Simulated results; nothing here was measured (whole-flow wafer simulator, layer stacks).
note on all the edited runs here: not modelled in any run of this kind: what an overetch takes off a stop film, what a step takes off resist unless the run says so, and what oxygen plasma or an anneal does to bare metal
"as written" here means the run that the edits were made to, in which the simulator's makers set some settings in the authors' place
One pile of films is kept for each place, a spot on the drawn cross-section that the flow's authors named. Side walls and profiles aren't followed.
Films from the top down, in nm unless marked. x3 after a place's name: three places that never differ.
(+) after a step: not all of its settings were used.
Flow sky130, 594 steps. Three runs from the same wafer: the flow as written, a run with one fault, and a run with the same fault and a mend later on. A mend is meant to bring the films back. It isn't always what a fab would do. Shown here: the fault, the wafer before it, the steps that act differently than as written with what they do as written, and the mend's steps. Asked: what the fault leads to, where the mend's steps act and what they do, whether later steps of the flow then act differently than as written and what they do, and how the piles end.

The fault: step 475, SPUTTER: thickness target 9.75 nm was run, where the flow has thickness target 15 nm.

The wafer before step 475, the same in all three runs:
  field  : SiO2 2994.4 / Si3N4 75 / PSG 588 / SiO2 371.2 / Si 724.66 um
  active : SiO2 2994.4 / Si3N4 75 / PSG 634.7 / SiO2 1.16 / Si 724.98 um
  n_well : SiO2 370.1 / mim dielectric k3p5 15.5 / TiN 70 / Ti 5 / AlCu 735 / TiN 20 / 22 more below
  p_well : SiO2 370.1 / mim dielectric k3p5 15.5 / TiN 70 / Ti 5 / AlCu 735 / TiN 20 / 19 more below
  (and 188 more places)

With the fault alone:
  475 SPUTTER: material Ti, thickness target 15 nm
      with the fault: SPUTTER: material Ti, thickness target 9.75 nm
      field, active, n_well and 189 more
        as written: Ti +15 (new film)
        with the fault: Ti +9.75 (new film)
  Later steps of the flow that act differently than as written (5 more steps differ only slightly, by at most 2% or 0.5 nm, whichever is larger, and aren't shown):
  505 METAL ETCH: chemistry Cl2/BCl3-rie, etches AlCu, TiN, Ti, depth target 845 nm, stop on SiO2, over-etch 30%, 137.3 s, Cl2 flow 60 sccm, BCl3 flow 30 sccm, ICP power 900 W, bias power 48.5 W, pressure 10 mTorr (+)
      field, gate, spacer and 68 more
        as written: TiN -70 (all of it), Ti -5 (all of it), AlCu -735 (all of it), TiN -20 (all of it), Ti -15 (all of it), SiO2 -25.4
        with the fault: TiN -70 (all of it), Ti -5 (all of it), AlCu -735 (all of it), TiN -20 (all of it), Ti -9.75 (all of it), SiO2 -25.9
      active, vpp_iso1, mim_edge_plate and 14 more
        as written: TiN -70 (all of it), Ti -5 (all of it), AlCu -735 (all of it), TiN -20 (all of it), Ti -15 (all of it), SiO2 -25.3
        with the fault: TiN -70 (all of it), Ti -5 (all of it), AlCu -735 (all of it), TiN -20 (all of it), Ti -9.75 (all of it), SiO2 -25.9
  At the end the piles differ from the flow's by more than 2% or 0.5 nm, whichever is larger, at n_well, p_well, gate_hv and 102 more.
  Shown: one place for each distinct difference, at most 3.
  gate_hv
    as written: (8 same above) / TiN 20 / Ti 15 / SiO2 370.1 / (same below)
    with the fault: (8 same above) / TiN 20 / Ti 9.75 / SiO2 370.1 / (same below)
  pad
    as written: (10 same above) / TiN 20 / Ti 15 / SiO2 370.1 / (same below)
    with the fault: (10 same above) / TiN 20 / Ti 9.75 / SiO2 370.1 / (same below)
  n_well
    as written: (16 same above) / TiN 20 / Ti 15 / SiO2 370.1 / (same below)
    with the fault: (16 same above) / TiN 20 / Ti 9.75 / SiO2 370.1 / (same below)

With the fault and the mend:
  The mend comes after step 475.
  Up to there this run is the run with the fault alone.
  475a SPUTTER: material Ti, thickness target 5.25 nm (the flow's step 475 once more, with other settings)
      field, active, n_well and 189 more
        Ti +5.25
  No later step of the flow acts differently than as written at any place that is followed.
  At the end the piles are the same as the flow's at every place that both follow.
